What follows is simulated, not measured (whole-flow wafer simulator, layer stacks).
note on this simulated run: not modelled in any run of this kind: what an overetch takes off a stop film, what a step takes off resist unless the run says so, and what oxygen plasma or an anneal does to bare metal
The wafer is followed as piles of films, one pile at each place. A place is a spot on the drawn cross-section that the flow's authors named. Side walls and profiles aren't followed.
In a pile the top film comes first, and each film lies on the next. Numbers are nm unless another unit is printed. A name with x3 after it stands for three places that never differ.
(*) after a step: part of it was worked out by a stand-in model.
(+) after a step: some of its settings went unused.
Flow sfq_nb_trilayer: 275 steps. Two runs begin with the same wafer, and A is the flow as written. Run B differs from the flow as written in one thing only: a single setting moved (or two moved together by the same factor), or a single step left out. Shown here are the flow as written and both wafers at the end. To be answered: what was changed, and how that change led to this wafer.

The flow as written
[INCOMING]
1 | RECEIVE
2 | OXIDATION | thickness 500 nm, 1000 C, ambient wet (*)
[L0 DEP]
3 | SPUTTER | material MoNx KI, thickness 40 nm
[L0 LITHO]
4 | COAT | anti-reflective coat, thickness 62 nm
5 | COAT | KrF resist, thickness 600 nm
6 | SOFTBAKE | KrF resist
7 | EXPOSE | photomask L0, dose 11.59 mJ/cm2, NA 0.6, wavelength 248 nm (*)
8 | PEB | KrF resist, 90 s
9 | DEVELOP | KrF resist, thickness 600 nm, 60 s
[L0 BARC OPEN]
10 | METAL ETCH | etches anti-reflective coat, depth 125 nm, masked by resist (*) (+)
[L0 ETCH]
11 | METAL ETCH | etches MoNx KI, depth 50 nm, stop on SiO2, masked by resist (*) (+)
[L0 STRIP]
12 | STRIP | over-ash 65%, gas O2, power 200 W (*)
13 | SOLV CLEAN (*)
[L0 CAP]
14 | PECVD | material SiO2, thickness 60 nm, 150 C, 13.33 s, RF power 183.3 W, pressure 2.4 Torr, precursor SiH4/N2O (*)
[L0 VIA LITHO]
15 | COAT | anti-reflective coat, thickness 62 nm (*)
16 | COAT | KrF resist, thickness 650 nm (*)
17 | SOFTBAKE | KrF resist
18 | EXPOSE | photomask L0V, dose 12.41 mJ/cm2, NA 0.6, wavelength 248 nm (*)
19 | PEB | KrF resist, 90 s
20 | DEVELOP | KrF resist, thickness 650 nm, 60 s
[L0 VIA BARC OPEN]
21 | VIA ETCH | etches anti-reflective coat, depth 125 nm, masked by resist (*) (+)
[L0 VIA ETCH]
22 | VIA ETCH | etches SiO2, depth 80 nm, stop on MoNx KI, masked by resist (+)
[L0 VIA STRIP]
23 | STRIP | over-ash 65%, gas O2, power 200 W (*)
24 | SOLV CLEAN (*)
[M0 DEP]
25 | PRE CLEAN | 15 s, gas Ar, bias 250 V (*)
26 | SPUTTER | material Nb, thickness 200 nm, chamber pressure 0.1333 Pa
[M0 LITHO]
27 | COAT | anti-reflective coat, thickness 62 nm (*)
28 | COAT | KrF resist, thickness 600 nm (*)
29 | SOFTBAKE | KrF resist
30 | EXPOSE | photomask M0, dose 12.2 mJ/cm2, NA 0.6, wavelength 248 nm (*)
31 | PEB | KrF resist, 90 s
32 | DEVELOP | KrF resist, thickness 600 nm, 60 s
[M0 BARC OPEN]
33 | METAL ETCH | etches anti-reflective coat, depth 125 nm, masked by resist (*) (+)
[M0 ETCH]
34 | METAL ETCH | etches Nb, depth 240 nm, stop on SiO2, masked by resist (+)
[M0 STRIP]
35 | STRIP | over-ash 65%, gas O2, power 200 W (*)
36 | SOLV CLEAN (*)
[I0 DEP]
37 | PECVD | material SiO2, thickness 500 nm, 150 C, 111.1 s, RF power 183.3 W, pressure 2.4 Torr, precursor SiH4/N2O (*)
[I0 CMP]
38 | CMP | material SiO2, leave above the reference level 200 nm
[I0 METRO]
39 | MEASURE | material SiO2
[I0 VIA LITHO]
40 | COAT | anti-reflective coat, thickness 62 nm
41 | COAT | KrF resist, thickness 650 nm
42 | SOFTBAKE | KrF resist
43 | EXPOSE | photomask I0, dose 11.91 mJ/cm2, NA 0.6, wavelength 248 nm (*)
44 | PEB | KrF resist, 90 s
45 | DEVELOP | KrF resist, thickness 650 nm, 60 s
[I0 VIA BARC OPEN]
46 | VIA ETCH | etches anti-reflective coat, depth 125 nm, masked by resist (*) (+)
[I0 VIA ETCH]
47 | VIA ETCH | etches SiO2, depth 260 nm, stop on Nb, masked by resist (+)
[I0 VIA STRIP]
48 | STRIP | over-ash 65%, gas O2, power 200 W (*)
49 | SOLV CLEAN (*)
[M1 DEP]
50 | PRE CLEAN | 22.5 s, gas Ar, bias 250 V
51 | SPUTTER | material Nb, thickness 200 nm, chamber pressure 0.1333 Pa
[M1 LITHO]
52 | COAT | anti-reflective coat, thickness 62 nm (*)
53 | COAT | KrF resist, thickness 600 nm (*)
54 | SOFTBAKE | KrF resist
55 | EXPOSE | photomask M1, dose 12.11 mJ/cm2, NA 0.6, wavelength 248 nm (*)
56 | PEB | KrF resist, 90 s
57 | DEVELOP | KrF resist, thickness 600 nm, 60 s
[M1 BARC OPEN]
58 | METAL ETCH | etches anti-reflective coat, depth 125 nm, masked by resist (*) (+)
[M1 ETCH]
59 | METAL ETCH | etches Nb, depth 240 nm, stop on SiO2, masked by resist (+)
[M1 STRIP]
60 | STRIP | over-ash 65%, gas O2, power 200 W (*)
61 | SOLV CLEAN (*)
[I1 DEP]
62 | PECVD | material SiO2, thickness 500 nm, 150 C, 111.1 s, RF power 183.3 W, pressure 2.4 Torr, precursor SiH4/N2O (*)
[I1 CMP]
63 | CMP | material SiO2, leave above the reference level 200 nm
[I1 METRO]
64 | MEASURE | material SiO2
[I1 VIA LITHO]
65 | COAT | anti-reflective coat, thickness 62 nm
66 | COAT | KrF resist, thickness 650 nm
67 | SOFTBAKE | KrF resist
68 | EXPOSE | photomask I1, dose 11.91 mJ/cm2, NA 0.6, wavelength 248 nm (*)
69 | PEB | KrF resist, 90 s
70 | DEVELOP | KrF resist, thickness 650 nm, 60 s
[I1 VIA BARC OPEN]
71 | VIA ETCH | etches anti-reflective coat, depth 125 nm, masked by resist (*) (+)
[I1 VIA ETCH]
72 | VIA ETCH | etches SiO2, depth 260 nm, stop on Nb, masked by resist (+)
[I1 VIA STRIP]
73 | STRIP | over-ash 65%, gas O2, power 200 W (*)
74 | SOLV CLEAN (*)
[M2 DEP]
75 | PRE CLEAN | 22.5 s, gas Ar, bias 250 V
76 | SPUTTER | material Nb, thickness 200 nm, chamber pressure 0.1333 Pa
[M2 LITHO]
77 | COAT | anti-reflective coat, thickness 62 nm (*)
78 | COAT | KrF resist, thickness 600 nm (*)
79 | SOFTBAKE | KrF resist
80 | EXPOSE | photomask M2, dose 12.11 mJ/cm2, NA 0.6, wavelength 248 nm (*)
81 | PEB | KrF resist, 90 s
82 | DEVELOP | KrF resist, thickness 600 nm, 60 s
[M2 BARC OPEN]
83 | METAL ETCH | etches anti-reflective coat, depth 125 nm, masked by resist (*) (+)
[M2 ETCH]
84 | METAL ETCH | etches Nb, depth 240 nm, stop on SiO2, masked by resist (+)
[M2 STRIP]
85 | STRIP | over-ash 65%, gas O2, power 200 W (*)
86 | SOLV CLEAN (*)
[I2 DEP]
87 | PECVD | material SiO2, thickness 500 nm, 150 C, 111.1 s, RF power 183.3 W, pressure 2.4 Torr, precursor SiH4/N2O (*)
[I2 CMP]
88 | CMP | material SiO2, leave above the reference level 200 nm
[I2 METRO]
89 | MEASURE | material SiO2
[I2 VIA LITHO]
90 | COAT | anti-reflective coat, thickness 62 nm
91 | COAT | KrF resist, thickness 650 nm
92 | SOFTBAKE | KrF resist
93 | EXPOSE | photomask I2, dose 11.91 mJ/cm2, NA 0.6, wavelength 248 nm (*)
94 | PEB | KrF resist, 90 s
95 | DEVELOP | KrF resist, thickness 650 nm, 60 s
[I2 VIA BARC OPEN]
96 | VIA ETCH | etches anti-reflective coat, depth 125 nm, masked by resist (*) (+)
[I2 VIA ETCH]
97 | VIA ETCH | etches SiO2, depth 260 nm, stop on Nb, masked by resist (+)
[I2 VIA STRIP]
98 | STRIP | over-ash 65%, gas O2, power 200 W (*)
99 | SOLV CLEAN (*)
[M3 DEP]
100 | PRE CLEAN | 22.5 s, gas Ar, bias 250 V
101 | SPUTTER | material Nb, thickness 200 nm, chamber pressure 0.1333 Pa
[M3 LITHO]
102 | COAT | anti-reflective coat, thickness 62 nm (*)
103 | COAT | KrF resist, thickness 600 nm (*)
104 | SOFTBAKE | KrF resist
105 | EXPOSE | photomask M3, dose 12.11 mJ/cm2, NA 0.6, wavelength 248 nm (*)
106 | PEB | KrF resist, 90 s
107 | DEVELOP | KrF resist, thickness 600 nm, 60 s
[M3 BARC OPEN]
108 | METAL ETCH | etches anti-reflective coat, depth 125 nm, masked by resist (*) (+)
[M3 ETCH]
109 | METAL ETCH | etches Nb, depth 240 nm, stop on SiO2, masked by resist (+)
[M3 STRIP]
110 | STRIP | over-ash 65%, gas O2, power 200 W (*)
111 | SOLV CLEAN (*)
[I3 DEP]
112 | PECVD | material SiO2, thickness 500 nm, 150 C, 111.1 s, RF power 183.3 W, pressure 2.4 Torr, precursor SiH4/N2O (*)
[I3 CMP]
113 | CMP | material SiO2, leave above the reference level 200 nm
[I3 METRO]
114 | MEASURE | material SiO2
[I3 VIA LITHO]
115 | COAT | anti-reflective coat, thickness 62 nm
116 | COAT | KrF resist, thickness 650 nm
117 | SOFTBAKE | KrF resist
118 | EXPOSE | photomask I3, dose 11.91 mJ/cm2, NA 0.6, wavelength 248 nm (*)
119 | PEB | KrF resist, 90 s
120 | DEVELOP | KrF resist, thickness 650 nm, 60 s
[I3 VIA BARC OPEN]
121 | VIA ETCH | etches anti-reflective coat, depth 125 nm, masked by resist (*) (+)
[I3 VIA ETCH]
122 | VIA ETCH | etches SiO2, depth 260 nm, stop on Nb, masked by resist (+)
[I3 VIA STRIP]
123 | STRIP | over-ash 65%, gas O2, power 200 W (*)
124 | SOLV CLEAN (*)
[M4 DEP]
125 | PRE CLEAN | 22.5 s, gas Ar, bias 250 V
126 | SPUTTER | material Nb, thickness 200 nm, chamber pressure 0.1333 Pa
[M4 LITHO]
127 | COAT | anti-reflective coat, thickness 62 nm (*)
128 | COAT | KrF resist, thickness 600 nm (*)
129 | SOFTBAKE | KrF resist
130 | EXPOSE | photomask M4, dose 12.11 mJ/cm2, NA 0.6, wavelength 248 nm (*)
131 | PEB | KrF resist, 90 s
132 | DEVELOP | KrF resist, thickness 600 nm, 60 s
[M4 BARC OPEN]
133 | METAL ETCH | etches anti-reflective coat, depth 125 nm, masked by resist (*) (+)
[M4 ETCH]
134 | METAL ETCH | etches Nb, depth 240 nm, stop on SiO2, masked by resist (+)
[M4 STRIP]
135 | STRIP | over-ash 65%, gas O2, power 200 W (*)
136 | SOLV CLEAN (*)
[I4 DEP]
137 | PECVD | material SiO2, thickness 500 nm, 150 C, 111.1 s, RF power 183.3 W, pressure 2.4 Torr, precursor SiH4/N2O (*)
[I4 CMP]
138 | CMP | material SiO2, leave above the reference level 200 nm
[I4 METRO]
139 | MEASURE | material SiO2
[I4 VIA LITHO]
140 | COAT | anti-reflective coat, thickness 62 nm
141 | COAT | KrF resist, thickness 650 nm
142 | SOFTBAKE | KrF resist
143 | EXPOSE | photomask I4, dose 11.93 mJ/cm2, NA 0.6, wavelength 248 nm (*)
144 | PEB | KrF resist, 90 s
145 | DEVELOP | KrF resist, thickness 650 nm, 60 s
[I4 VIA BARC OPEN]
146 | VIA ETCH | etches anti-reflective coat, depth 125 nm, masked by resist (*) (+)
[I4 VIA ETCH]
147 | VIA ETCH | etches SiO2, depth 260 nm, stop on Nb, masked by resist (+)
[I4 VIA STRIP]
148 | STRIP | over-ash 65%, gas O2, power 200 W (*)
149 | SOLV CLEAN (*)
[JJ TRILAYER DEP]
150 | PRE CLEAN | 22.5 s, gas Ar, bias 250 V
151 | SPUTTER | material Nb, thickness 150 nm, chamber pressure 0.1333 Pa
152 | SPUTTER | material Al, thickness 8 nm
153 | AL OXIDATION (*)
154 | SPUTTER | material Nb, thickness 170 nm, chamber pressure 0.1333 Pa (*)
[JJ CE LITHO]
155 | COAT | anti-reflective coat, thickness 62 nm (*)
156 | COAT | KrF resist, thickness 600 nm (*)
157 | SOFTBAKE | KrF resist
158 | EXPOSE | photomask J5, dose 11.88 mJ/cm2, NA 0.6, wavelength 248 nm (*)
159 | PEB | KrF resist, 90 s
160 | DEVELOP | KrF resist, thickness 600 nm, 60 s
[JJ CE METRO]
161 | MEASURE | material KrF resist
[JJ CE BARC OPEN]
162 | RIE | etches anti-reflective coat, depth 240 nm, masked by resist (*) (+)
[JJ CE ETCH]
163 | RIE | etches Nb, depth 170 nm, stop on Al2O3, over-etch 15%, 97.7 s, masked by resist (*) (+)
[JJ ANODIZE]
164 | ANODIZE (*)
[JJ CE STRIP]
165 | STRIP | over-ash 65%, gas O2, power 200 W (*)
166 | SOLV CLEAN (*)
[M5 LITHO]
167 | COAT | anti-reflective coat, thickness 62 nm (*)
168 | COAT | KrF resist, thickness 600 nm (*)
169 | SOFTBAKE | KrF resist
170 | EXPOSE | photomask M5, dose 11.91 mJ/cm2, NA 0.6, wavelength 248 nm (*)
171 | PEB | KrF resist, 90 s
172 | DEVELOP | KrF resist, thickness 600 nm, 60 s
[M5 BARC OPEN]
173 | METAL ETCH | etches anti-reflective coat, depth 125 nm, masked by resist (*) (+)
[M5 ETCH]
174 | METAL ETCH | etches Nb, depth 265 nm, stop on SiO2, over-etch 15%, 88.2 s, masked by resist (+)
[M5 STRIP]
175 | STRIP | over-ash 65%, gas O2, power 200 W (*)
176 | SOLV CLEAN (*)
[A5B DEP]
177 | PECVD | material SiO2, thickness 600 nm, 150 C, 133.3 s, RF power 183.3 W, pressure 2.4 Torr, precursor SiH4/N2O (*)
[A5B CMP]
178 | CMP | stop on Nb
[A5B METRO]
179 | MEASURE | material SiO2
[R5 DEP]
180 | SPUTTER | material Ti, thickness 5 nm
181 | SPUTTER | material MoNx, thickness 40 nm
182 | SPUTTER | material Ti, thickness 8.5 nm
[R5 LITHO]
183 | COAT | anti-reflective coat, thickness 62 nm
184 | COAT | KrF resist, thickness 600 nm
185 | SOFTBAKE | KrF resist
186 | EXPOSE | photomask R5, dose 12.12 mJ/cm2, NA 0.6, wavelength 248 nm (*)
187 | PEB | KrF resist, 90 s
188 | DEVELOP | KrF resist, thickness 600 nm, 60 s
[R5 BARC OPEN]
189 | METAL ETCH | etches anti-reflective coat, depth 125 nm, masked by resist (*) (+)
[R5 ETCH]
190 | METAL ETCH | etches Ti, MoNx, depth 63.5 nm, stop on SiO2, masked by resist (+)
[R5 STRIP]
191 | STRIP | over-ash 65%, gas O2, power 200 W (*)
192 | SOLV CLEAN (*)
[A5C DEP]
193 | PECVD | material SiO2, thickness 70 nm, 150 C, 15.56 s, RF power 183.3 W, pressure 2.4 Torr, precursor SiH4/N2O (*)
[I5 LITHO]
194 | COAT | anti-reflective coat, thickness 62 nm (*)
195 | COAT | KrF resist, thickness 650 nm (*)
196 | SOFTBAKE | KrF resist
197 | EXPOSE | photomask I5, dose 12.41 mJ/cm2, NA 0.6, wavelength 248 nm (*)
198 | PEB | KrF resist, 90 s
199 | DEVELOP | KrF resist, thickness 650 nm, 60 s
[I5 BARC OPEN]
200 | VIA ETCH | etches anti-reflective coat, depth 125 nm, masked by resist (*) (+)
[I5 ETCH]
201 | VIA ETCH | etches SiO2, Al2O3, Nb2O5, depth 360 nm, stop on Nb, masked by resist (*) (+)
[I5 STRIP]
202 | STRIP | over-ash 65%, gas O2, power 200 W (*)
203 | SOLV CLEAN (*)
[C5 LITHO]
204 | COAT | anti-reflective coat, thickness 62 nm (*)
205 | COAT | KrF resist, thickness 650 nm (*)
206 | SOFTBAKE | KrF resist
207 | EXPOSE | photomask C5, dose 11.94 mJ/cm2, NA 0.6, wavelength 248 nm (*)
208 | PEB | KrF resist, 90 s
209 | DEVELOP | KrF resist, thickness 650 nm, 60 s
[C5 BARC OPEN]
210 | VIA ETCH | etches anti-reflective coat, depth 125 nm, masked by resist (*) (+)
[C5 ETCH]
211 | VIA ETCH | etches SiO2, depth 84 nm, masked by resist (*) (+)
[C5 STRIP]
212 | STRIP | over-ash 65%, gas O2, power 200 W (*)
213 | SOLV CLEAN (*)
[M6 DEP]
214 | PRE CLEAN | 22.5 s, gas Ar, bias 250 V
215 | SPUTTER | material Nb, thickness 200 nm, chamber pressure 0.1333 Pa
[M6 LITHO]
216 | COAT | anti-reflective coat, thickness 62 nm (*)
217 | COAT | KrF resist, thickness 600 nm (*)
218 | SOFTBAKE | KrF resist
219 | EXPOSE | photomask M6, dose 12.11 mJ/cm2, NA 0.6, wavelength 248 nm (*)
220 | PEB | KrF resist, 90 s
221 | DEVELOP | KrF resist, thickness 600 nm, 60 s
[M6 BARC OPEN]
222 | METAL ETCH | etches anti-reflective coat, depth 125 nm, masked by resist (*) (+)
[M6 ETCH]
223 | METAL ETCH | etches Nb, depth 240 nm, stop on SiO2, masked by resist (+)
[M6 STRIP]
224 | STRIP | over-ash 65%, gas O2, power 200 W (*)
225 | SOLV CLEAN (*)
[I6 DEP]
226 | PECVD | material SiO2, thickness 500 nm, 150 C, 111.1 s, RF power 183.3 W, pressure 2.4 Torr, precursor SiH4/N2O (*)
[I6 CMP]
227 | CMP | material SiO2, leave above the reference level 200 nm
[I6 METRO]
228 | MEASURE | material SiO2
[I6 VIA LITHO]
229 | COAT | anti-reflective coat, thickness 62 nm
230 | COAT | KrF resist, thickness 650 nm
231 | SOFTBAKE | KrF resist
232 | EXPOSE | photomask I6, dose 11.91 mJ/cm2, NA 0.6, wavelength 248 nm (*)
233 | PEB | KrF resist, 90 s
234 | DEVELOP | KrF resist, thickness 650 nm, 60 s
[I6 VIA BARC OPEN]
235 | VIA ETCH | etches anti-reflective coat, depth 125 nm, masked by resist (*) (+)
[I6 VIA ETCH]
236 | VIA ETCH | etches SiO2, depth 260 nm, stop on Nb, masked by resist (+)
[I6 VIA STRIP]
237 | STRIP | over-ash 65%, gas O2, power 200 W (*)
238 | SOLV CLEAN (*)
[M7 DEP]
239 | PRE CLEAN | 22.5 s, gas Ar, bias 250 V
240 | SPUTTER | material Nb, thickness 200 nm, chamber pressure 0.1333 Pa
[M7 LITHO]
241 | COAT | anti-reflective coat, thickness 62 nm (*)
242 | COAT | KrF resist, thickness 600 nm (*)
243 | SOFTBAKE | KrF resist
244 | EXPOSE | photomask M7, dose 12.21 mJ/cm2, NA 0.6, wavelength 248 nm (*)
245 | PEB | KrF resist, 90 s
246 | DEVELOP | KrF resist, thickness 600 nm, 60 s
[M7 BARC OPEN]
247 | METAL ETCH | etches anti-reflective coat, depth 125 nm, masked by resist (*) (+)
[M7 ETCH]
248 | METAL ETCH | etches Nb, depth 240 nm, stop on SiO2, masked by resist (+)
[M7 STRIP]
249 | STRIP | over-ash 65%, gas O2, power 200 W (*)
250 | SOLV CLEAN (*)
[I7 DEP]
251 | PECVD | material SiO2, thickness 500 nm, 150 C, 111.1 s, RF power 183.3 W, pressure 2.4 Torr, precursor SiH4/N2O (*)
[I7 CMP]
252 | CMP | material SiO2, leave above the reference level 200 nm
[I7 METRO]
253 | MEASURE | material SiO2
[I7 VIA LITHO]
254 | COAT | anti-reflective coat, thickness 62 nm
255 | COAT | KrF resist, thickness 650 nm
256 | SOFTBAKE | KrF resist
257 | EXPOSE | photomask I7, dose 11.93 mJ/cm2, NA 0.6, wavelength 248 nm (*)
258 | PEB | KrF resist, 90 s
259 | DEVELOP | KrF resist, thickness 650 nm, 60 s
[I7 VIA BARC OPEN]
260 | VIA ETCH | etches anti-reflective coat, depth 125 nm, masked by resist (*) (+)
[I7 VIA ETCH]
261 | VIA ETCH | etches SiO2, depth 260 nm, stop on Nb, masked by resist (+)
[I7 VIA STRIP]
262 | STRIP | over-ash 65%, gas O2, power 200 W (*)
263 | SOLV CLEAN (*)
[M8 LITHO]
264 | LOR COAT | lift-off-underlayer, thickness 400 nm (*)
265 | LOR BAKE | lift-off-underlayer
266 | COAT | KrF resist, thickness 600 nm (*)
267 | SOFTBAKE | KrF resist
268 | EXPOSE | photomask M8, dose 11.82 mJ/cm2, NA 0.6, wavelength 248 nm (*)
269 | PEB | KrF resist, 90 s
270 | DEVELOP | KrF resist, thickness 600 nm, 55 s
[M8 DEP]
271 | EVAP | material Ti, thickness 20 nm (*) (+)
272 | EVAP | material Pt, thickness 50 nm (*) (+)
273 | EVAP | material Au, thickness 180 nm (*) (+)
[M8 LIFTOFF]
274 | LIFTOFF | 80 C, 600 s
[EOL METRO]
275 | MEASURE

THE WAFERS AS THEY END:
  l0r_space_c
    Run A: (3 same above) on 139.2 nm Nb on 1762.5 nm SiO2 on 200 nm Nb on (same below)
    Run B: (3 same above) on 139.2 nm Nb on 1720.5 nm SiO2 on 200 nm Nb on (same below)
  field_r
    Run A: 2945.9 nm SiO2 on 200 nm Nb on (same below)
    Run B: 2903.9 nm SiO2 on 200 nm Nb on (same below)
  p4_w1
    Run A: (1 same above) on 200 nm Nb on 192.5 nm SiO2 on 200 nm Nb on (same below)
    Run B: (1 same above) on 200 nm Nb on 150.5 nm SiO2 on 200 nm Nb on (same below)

The reason: step 113, CMP: leave above the reference level 158 nm was run, whereas the flow has leave above the reference level 200 nm.

The path from the change to this, step by step:
  113 | CMP | material SiO2, leave above the reference level 200 nm
      field_l, be, be_sur and 64 more: A SiO2 loses 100 | B SiO2 loses 142
      v_sur, via_wl, via_wr and 27 more: A SiO2 loses 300 | B SiO2 loses 342
      (as well as at 9 more places)
  122 | VIA ETCH | etches SiO2, depth 260 nm, stop on Nb, masked by resist (+)
      field_l, v_sur, via_wl and 102 more: A KrF resist loses 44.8 | B KrF resist loses 40.8
      via_v: A SiO2 loses 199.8 (all of it) | B SiO2 loses 157.8 (all of it)
  126 | SPUTTER | material Nb, thickness 200 nm, chamber pressure 0.1333 Pa
      via_v: A Nb gains 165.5 | B Nb gains 174.7
  127 | COAT | anti-reflective coat, thickness 62 nm (*)
      via_v: A anti-reflective coat gains 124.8 (new film) | B anti-reflective coat gains 114 (new film)
  128 | COAT | KrF resist, thickness 600 nm (*)
      via_v: A KrF resist gains 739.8 (new film) | B KrF resist gains 706 (new film)
  135 | STRIP | over-ash 65%, gas O2, power 200 W (*)
      via_v: A KrF resist loses 521.8 (all of it), anti-reflective coat loses 124.8 (all of it) | B KrF resist loses 488.1 (all of it), anti-reflective coat loses 114 (all of it)
  137 | PECVD | material SiO2, thickness 500 nm, 150 C, 111.1 s, RF power 183.3 W, pressure 2.4 Torr, precursor SiH4/N2O (*)
      via_v: A SiO2 gains 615 (new film) | B SiO2 gains 539.3 (new film)
  138 | CMP | material SiO2, leave above the reference level 200 nm
      via_v: A SiO2 loses 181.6 | B SiO2 loses 157.1
